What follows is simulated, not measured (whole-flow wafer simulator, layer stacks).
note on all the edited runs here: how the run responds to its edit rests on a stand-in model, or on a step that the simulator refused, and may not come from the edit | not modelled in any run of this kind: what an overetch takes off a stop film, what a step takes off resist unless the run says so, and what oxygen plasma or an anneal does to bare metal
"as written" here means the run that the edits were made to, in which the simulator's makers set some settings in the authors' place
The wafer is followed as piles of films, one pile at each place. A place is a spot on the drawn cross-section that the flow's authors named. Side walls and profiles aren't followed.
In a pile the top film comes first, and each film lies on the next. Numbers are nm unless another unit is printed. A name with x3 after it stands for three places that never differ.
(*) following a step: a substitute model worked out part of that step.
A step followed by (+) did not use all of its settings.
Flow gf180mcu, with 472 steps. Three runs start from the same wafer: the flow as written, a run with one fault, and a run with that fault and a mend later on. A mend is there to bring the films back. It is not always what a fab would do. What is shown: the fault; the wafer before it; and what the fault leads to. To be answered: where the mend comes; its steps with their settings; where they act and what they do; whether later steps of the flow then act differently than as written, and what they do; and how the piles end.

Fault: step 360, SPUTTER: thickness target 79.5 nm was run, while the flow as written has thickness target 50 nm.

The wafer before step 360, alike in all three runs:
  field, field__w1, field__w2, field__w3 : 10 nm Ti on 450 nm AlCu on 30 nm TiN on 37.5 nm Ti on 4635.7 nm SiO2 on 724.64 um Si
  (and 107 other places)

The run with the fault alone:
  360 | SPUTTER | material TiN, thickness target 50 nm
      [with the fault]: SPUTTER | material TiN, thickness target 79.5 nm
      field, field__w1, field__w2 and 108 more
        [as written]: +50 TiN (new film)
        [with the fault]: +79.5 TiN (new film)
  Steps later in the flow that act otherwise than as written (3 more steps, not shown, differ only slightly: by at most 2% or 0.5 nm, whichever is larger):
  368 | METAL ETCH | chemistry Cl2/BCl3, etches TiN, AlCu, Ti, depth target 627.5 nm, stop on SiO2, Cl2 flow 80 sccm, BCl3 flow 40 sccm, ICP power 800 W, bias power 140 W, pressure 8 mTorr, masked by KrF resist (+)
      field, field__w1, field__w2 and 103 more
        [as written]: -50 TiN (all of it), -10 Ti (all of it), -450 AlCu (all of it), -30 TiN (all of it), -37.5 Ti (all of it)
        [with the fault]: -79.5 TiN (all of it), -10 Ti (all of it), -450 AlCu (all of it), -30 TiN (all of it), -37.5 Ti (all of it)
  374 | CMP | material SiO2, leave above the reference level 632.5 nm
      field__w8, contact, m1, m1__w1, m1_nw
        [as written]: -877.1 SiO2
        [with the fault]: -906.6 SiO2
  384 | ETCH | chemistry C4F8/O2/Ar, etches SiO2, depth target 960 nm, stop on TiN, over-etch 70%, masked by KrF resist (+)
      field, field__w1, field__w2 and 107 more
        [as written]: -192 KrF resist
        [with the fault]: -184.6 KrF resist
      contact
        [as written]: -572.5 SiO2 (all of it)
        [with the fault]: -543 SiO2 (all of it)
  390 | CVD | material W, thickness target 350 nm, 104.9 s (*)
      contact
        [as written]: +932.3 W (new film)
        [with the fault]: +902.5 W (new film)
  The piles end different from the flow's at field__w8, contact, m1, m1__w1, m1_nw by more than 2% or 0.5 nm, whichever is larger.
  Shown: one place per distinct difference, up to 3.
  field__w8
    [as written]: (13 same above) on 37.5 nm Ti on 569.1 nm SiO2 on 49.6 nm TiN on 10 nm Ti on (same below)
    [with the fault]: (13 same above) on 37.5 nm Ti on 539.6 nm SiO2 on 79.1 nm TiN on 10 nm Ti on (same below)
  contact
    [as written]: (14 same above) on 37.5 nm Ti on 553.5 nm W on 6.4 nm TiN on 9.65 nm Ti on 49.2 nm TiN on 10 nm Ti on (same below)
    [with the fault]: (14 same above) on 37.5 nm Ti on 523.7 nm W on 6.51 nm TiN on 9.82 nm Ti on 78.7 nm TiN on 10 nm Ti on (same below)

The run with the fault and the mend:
  After step 367 comes the mend.
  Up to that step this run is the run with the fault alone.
  367a | STRIP | chemistry O2/N2, power 2160 W, pressure 1700 mTorr (*)
      field__w8, contact, m1, m1__w1, m1_nw
        -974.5 KrF resist (all of it)
  367b | METAL ETCH | chemistry Cl2/BCl3, etches TiN, AlCu, Ti, depth target 29.5 nm, Cl2 flow 80 sccm, BCl3 flow 40 sccm, ICP power 800 W, bias power 140 W, pressure 8 mTorr (the flow's step 260, run once more with other settings)
      field, field__w1, field__w2 and 108 more
        -29.5 TiN
  367c | HMDS | 120 C, 60 s (the flow's step 362, run once more)
      leaves every film unchanged at each place that is followed
  367d | COAT | KrF resist, thickness 1000 nm (the flow's step 363, run once more)
      field, field__w1, field__w2 and 108 more
        +1000 KrF resist (new film)
  367e | SOFTBAKE | KrF resist (the flow's step 364, run once more)
      leaves every film unchanged at each place that is followed
  367f | EXPOSE | photomask Metal4 (the flow's step 365, run once more)
      leaves every film unchanged at each place that is followed
  367g | PEB | KrF resist, 135 C, 90 s (the flow's step 366, run once more)
      field, field__w1, field__w2 and 108 more
        -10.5 KrF resist
  367h | DEVELOP | thickness 1000 nm, 60 s (the flow's step 367, run once more)
      field, field__w1, field__w2 and 103 more
        -989.5 KrF resist (all of it)
      field__w8, contact, m1, m1__w1, m1_nw
        -14.9 KrF resist
  None of the later steps of the flow acts differently than as written at any place that is followed.
  At every place that both follow, the piles at the end match the flow's.
